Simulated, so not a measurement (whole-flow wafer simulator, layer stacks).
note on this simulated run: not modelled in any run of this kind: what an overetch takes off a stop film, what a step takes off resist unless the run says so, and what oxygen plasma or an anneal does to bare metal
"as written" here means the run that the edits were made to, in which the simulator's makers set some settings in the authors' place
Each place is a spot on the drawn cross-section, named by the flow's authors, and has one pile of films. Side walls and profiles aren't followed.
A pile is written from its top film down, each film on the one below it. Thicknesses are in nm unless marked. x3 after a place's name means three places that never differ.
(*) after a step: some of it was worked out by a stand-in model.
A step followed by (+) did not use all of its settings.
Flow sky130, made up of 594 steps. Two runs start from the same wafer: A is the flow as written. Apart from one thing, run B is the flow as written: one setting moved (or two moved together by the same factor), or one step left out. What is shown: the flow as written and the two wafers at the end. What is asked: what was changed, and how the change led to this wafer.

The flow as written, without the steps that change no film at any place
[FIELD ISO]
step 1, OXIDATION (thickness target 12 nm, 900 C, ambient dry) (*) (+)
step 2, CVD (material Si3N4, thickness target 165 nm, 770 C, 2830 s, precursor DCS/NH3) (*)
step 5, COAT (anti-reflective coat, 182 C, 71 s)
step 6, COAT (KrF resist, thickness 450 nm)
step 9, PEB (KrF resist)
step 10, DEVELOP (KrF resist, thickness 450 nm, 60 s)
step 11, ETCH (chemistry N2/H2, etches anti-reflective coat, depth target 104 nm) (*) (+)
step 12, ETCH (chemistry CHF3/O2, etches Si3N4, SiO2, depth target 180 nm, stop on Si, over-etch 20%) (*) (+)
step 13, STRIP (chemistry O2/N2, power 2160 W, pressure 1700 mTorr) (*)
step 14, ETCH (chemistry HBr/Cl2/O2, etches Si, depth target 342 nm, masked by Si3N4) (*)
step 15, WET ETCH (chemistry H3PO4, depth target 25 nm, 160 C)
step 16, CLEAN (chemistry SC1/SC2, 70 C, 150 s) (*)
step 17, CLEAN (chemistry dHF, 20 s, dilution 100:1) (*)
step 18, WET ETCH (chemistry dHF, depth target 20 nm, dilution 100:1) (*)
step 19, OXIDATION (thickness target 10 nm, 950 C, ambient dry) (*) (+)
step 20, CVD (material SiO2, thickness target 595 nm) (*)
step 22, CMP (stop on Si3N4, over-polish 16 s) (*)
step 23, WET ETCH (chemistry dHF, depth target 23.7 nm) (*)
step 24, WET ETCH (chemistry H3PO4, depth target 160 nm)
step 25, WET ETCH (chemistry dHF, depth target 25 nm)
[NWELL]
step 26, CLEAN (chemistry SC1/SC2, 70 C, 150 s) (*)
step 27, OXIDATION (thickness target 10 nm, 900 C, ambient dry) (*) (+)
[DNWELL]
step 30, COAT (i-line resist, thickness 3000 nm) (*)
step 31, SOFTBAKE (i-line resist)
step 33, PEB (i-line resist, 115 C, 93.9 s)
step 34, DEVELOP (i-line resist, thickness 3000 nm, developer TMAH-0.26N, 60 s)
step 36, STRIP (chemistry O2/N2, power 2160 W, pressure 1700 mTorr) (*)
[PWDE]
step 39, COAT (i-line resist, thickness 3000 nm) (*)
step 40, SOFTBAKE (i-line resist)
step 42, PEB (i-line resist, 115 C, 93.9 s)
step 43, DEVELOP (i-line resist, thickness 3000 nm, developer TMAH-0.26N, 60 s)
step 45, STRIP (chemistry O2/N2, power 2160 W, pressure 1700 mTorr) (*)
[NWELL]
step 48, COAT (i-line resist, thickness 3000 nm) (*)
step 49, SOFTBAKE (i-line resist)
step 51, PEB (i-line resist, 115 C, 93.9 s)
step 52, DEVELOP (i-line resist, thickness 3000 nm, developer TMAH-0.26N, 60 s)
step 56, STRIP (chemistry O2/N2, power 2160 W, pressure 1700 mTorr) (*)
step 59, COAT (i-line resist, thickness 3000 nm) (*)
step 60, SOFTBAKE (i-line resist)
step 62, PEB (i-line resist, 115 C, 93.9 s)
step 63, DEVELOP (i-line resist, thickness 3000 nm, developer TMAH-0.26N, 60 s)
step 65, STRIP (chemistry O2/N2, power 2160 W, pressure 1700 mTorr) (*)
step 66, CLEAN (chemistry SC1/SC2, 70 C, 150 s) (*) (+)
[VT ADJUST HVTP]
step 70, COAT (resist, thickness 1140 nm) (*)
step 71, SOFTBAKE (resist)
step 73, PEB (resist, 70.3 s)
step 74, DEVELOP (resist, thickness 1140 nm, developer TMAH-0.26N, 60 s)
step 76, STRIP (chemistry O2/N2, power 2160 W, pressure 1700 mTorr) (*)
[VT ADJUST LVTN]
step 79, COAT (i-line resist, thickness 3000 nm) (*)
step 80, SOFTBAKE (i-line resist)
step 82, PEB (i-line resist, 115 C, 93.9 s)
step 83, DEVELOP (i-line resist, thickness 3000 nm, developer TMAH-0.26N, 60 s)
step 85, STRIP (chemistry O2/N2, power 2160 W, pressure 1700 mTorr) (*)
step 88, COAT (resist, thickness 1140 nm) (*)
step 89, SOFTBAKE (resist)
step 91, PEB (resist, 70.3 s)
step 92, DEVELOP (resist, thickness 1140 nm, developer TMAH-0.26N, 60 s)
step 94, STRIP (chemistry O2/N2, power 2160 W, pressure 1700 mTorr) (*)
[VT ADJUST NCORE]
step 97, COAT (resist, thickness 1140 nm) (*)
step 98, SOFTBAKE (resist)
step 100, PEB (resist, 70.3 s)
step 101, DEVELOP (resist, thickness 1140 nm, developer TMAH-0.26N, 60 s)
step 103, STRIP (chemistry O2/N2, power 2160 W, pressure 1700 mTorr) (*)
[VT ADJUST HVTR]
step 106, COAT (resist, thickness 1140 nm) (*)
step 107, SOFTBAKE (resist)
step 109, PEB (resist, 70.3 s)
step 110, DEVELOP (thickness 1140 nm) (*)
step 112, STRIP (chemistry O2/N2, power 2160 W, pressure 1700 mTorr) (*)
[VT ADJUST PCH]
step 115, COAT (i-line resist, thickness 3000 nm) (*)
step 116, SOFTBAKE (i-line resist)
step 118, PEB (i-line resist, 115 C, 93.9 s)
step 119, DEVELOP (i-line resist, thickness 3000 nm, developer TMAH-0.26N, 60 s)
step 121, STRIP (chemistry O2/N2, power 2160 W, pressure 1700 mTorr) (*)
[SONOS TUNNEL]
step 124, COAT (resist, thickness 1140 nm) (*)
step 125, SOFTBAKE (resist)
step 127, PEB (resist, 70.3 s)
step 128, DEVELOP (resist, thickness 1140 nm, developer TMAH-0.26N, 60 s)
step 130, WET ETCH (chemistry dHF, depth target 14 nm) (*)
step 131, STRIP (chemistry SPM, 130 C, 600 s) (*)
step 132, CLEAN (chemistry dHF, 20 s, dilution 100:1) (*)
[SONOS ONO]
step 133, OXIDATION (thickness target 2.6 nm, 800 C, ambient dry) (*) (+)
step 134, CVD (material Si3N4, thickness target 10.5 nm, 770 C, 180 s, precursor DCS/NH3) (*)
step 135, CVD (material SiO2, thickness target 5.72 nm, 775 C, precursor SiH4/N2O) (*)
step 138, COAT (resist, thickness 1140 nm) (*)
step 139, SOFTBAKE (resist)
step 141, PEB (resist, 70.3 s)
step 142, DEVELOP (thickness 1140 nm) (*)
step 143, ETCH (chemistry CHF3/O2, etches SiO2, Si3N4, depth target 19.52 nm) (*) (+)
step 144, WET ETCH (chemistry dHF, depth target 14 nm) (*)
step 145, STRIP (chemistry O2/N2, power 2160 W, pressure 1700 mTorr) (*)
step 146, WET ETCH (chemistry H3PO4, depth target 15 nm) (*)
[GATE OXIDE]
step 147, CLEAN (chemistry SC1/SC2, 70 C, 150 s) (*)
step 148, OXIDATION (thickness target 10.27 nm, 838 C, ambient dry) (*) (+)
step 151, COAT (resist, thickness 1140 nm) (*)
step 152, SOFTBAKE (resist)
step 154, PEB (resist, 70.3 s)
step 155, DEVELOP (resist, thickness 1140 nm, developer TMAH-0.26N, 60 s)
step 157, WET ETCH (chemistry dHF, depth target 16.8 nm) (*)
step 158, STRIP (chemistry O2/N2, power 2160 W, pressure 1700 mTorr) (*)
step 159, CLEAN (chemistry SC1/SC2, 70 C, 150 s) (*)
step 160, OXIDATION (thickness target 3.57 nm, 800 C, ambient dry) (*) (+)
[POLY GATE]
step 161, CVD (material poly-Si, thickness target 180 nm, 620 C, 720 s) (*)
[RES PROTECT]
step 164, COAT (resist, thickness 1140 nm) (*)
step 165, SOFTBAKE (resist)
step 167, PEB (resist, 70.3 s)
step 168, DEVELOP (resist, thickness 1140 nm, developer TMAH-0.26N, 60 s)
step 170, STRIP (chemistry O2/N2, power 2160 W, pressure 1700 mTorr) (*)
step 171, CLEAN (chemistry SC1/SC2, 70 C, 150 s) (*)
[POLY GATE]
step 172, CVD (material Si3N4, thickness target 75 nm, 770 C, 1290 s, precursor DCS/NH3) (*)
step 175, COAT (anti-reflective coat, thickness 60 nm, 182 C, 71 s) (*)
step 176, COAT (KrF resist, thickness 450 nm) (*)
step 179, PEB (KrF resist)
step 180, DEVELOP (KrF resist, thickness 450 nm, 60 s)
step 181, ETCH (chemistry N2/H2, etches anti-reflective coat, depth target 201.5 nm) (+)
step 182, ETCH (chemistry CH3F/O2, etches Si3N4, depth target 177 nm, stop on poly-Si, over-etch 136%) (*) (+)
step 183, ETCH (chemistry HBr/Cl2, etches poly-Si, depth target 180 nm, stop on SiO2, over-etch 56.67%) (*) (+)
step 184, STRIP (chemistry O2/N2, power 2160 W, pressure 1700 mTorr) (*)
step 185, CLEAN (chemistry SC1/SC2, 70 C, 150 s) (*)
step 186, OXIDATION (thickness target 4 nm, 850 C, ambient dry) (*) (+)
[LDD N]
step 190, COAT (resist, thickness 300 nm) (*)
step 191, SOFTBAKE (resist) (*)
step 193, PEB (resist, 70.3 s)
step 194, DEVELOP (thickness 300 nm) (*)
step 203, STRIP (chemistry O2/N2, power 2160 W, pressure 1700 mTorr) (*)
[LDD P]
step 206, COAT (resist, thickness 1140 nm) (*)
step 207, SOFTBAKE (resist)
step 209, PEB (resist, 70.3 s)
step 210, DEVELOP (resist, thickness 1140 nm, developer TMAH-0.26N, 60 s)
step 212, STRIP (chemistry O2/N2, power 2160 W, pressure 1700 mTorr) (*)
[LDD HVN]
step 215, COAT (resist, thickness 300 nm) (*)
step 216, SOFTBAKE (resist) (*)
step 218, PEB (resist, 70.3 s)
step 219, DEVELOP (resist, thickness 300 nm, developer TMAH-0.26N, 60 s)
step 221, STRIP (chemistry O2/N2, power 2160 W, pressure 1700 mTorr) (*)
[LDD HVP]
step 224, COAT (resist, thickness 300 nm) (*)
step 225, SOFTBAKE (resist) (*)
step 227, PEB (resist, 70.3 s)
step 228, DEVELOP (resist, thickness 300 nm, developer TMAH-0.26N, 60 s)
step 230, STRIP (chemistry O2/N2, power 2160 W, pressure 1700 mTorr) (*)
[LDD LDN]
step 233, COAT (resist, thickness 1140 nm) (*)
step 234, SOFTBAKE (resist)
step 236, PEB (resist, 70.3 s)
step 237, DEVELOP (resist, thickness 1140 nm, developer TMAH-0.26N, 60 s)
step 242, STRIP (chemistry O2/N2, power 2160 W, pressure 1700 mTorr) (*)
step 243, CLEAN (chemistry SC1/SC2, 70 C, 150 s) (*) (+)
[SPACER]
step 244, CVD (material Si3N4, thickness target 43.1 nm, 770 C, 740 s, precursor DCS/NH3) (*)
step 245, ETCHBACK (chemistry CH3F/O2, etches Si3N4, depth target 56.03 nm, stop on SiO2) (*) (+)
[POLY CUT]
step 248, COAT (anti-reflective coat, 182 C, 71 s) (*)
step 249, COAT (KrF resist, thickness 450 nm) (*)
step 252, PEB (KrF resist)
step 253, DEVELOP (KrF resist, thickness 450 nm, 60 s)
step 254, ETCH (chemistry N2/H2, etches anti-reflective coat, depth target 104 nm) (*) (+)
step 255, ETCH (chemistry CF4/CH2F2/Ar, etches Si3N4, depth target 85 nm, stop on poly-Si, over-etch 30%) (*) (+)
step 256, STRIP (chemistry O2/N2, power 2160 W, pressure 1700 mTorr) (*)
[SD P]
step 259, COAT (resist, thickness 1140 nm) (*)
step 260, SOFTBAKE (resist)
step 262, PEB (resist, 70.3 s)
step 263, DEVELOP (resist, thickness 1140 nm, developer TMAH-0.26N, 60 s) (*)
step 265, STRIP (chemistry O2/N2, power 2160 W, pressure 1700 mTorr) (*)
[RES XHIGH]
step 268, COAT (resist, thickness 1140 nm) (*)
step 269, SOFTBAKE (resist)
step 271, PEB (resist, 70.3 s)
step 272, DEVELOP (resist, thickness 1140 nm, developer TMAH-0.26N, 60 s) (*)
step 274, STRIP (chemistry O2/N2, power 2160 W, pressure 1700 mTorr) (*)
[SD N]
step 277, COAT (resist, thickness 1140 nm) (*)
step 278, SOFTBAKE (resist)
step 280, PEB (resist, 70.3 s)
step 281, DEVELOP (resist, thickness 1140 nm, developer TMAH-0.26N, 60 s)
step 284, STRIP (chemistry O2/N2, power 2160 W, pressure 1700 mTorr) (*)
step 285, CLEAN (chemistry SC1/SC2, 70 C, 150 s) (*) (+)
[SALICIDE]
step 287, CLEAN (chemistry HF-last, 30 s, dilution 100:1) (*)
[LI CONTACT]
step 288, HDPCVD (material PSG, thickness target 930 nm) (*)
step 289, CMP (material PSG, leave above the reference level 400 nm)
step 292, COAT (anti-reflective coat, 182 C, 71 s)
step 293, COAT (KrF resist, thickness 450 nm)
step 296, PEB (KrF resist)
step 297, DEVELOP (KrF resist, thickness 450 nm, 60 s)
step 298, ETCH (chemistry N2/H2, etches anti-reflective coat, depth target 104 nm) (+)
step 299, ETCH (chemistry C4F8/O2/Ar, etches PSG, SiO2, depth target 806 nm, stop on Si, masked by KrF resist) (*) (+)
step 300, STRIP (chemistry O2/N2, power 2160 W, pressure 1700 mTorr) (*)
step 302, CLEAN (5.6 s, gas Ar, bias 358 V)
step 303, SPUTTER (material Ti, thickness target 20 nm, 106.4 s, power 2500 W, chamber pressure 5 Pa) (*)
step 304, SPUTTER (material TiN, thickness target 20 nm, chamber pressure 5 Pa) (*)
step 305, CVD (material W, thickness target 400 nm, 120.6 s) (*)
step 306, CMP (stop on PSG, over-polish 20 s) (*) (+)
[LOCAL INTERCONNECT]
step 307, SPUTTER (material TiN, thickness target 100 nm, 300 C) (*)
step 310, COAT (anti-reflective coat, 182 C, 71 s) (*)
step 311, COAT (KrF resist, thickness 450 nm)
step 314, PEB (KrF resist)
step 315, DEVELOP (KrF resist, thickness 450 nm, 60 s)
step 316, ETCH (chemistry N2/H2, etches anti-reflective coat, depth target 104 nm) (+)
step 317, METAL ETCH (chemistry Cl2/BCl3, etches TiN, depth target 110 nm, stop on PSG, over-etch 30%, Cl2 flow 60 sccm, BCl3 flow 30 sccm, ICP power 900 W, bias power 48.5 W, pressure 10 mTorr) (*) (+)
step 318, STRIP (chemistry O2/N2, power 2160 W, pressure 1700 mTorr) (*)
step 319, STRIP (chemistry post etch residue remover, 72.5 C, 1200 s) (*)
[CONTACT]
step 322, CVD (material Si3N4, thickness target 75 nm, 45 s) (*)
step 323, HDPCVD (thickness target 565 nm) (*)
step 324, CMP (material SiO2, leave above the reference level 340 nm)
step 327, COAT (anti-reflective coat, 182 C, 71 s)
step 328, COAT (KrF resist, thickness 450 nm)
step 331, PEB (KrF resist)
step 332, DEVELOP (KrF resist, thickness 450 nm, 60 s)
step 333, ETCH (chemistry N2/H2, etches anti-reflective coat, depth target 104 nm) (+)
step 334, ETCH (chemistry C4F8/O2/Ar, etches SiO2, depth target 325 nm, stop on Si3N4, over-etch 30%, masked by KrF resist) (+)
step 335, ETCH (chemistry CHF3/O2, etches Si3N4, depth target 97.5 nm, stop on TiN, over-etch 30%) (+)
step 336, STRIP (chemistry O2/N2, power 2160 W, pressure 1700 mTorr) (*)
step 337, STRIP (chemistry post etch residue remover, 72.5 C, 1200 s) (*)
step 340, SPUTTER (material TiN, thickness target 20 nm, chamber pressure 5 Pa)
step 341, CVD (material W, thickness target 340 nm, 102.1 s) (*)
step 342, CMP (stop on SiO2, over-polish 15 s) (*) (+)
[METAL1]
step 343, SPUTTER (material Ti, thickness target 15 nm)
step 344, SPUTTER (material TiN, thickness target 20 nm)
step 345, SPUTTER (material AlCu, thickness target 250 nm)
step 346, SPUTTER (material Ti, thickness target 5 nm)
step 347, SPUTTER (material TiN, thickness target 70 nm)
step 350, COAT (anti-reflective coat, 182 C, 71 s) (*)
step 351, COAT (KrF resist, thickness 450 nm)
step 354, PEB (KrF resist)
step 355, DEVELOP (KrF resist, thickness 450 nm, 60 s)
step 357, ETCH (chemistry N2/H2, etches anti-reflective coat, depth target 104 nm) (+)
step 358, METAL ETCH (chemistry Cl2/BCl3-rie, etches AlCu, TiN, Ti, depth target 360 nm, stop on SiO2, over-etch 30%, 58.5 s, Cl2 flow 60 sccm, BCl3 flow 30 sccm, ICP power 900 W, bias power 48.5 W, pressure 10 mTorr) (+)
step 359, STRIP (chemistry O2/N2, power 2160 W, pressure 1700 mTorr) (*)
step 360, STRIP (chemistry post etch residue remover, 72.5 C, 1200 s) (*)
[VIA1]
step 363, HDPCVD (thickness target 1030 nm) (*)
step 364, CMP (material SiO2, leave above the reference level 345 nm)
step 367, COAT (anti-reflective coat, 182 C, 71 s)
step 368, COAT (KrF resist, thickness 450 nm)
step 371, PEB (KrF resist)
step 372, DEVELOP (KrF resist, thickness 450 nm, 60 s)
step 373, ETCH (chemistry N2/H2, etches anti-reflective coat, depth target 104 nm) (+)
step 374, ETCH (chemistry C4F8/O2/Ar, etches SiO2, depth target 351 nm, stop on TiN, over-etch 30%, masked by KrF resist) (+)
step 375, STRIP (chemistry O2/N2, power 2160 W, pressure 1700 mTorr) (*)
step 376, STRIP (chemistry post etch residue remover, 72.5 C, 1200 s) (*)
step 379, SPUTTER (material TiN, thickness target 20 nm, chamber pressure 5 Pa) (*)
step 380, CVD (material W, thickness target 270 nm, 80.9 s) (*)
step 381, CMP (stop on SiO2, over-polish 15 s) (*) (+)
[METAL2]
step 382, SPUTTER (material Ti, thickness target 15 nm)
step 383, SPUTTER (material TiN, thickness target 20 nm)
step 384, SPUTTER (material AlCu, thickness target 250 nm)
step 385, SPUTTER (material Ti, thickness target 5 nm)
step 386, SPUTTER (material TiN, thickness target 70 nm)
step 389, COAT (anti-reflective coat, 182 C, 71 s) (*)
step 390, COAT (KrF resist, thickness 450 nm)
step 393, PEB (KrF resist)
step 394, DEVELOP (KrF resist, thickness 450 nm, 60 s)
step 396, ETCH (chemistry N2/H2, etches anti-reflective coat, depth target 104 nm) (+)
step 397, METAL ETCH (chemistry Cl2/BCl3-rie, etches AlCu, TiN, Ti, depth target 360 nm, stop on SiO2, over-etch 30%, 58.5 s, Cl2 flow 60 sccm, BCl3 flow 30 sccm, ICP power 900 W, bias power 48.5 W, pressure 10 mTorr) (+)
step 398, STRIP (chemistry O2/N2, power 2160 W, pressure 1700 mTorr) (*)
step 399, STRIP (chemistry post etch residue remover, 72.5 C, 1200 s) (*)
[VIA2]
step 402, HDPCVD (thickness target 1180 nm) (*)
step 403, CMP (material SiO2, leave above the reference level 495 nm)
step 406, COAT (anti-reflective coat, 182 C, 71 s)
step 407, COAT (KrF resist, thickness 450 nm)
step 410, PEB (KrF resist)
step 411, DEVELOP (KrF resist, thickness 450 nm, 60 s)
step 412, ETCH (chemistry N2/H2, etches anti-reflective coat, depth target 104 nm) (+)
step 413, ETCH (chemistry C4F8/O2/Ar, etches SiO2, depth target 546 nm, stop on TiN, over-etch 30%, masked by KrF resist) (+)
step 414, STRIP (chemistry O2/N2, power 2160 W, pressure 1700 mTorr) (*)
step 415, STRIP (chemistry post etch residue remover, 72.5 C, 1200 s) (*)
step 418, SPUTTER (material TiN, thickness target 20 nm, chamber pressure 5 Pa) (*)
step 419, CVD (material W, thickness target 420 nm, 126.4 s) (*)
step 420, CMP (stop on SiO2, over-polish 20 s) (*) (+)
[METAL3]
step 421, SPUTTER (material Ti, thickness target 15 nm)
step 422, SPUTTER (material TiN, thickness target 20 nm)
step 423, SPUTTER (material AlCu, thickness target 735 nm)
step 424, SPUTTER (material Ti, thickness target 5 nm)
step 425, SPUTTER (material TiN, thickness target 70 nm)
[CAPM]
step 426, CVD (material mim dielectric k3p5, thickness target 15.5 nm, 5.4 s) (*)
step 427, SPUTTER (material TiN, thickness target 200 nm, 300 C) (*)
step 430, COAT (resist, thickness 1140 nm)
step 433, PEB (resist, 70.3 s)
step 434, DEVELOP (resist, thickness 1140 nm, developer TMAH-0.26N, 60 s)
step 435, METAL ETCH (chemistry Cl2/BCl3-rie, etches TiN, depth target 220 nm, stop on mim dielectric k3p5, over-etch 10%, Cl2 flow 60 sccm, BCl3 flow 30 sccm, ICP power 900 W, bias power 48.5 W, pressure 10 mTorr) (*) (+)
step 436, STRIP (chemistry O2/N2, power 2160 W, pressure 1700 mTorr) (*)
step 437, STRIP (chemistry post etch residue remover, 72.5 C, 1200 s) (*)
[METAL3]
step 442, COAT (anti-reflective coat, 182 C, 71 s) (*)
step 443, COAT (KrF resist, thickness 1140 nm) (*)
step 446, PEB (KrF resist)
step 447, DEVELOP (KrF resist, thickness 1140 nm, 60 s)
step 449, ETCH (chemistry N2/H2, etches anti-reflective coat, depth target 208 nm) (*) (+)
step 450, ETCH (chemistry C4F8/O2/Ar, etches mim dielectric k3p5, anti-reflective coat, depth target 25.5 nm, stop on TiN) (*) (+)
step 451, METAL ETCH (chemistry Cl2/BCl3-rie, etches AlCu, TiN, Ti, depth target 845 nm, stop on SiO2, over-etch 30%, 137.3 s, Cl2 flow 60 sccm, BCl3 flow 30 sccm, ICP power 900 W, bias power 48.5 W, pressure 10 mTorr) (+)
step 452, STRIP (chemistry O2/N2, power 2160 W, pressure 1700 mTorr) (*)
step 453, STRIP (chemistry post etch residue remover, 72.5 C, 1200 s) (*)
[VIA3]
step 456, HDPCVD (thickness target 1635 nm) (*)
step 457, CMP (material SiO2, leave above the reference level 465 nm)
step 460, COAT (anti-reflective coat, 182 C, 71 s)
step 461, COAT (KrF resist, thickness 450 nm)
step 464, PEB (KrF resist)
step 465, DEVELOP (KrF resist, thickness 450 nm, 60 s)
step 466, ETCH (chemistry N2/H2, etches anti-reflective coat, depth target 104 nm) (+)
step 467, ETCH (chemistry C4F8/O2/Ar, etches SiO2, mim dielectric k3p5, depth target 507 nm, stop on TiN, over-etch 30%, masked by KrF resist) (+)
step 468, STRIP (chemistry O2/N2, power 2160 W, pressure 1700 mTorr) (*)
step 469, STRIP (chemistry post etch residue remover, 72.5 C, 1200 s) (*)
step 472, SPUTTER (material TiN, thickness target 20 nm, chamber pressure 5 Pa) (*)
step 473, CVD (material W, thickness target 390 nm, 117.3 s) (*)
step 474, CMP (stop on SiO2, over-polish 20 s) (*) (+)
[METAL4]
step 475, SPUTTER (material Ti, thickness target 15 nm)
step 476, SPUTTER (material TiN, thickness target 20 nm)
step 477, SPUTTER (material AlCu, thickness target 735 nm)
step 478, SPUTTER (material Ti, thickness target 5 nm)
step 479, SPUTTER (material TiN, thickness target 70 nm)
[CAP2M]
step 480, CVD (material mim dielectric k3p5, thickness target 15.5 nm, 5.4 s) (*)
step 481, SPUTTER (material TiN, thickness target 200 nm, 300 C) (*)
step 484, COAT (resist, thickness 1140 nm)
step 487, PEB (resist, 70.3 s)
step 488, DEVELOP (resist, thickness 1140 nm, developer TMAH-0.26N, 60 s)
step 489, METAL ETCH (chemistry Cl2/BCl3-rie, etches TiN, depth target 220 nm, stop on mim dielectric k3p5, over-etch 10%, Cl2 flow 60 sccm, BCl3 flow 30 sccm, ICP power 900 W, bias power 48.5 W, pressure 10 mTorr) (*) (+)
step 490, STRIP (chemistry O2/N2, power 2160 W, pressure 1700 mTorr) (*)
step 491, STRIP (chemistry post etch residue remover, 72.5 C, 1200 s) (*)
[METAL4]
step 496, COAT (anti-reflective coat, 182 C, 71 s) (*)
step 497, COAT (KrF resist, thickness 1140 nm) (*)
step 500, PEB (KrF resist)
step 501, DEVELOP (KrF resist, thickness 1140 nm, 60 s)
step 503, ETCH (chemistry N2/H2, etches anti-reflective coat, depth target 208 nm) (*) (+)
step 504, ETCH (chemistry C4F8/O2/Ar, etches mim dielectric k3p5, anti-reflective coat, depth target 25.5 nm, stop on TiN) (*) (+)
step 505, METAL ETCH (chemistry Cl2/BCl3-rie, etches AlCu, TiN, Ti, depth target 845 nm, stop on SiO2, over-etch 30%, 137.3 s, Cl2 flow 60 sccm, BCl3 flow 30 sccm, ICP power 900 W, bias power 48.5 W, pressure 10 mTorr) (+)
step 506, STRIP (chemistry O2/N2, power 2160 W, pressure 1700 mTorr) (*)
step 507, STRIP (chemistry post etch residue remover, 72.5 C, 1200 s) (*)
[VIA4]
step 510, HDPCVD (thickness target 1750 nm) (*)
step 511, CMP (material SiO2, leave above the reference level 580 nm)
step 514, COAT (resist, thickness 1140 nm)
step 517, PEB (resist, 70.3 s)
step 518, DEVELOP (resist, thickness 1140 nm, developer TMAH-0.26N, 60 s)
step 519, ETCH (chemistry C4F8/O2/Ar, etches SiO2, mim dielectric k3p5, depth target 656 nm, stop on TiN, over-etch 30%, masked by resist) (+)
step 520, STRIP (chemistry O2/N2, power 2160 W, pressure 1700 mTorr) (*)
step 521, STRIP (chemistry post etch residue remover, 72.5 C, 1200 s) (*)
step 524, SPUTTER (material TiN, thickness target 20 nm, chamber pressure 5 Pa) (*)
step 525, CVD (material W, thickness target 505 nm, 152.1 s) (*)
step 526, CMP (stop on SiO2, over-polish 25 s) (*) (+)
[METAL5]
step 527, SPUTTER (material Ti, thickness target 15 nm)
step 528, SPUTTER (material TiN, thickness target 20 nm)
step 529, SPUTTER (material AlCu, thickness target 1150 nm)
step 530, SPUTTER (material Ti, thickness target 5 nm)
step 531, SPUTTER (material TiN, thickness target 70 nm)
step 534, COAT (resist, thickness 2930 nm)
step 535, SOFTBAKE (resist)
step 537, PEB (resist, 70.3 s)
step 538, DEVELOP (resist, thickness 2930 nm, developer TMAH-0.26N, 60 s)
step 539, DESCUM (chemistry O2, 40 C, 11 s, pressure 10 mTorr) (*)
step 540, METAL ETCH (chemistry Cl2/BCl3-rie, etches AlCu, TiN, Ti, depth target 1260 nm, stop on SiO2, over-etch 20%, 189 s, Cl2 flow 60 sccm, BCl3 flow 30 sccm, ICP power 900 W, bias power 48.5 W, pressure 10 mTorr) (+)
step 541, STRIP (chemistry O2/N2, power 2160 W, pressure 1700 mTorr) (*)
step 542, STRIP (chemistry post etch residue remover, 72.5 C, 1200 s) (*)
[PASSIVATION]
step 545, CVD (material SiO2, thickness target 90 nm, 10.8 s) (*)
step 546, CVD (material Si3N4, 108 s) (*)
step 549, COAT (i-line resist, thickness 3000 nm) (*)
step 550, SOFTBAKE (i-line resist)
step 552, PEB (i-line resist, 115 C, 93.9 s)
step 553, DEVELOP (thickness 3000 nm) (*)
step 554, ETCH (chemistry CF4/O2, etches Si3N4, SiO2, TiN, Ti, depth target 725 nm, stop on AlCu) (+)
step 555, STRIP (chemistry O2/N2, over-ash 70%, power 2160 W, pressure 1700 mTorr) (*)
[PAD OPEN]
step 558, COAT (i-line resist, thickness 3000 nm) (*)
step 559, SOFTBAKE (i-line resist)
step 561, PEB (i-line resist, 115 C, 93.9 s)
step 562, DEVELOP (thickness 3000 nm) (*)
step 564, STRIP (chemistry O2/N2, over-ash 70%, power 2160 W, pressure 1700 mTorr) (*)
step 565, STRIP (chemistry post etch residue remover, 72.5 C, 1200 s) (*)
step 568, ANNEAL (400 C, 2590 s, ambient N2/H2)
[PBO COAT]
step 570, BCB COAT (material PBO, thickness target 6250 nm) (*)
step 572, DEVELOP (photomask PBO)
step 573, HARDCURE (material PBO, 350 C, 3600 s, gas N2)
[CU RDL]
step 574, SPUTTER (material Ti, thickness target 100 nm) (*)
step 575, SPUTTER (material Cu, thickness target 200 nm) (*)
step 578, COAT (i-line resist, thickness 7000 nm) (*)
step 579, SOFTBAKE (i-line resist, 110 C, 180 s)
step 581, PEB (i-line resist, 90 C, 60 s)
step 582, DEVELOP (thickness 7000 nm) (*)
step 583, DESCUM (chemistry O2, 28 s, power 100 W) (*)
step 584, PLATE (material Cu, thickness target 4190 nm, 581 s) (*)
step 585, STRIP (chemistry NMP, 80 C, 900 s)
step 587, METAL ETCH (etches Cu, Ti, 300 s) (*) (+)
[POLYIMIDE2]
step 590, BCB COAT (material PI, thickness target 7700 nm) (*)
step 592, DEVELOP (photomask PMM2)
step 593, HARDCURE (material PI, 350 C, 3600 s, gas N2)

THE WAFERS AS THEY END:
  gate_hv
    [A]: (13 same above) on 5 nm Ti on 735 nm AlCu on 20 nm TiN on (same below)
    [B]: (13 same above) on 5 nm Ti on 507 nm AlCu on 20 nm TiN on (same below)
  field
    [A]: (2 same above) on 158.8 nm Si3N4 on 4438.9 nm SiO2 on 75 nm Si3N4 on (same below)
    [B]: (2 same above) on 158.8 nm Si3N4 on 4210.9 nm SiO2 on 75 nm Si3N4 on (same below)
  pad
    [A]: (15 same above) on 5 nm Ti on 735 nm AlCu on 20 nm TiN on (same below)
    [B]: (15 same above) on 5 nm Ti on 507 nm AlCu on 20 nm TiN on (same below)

The reason: step 423, SPUTTER: thickness target 507 nm was run, though the flow has thickness target 735 nm.
The wafer itself shows it: gate_hv has AlCu 507, and step 423 as written asks for 735 nm.

The path from the change to this, step by step:
  step 423, SPUTTER (material AlCu, thickness target 735 nm)
      field, active, n_well and 188 more: A +735 AlCu (new film) | B +507 AlCu (new film)
  step 451, METAL ETCH (chemistry Cl2/BCl3-rie, etches AlCu, TiN, Ti, depth target 845 nm, stop on SiO2, over-etch 30%, 137.3 s, Cl2 flow 60 sccm, BCl3 flow 30 sccm, ICP power 900 W, bias power 48.5 W, pressure 10 mTorr) (+)
      field, gate, spacer and 61 more: A -70 TiN (all of it), -5 Ti (all of it), -735 AlCu (all of it), -20 TiN (all of it), -15 Ti (all of it), -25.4 SiO2 | B -70 TiN (all of it), -5 Ti (all of it), -507 AlCu (all of it), -20 TiN (all of it), -15 Ti (all of it), -48.1 SiO2
      vpp_ln, vpp_iso2, ndiff_ln, ndiff_cd, via1_hole, via1_enc, via_li1, m2_ln_cd: A -70 TiN (all of it), -5 Ti (all of it), -735 AlCu (all of it), -20 TiN (all of it), -15 Ti (all of it), -25.3 SiO2 | B -70 TiN (all of it), -5 Ti (all of it), -507 AlCu (all of it), -20 TiN (all of it), -15 Ti (all of it), -48.1 SiO2
      (and at 13 other places as well)
  step 457, CMP (material SiO2, leave above the reference level 465 nm)
      field, active, gate and 82 more: A -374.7 SiO2 | B -579.8 SiO2
